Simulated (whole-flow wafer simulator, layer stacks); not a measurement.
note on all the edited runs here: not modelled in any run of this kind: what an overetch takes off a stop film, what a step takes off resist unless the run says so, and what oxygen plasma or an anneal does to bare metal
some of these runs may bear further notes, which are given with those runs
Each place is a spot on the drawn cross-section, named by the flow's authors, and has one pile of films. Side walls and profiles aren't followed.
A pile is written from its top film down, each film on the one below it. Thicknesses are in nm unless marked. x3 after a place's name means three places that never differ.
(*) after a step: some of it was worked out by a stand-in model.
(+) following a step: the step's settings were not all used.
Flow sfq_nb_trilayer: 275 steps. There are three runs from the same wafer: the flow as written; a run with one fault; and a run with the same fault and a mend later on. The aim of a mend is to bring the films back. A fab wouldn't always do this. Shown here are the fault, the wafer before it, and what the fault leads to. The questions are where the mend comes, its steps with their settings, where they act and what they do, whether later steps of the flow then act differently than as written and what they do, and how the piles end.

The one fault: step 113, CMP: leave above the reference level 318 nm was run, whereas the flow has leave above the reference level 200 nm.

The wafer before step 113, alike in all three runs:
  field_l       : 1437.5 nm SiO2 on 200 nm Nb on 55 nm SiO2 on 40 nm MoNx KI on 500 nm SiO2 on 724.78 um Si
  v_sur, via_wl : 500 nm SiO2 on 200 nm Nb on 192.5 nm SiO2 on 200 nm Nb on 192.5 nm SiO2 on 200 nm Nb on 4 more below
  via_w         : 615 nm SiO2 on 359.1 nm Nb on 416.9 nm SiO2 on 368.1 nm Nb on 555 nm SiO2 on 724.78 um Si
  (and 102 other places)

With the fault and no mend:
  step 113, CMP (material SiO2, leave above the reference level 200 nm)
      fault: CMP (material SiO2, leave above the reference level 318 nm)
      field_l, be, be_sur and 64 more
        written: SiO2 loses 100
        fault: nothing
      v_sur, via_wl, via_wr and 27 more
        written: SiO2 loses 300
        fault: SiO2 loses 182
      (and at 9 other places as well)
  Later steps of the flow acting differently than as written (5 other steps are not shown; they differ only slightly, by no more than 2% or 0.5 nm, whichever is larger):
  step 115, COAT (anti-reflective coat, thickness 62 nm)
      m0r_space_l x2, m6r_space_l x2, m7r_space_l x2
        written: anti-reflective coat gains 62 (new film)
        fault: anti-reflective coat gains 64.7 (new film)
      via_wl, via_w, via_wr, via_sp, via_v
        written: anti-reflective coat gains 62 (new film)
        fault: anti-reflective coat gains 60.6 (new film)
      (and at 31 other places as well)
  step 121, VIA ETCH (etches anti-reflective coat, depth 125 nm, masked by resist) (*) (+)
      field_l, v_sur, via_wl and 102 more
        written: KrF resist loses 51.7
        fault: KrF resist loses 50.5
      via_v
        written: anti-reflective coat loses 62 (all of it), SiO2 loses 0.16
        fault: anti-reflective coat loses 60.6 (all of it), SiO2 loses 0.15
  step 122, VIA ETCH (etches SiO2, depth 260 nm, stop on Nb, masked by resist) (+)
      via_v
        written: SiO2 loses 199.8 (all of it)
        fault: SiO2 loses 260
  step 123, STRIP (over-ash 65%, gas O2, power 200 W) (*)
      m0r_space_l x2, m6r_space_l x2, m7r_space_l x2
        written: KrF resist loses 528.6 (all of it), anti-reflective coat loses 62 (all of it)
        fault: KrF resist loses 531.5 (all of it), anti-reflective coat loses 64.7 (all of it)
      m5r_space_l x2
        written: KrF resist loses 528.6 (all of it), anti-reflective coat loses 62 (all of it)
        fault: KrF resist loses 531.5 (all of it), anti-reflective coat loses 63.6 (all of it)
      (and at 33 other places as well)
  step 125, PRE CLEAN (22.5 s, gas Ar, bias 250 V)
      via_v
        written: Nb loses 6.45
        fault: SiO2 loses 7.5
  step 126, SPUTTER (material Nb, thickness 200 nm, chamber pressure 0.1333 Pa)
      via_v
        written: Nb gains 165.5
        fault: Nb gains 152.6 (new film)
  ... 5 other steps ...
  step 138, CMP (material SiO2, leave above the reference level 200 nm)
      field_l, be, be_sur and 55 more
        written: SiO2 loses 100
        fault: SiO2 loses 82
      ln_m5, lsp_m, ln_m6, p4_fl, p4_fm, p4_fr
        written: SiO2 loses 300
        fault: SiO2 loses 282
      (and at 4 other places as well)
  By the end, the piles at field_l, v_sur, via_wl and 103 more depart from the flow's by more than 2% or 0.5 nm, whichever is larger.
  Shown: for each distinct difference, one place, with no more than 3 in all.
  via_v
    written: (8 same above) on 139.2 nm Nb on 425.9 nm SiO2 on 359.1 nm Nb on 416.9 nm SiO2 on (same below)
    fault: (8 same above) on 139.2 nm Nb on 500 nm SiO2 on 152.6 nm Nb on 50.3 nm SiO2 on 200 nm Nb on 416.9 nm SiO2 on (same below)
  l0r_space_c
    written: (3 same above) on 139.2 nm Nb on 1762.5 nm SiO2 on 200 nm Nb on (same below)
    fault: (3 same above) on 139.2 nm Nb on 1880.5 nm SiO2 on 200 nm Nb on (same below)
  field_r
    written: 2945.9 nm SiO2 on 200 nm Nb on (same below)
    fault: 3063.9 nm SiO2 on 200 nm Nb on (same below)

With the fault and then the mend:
  After step 114 comes the mend.
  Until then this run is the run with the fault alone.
  step 114a, CMP (material SiO2, leave above the reference level 200 nm) (the flow's step 113, run once more)
      field_l, be, be_sur and 64 more
        SiO2 loses 100
      v_sur, via_wl, via_w and 36 more
        SiO2 loses 118
  Every later step of the flow that is run acts as written at every place that is followed.
  The piles end the same as the flow's at every place that both follow.
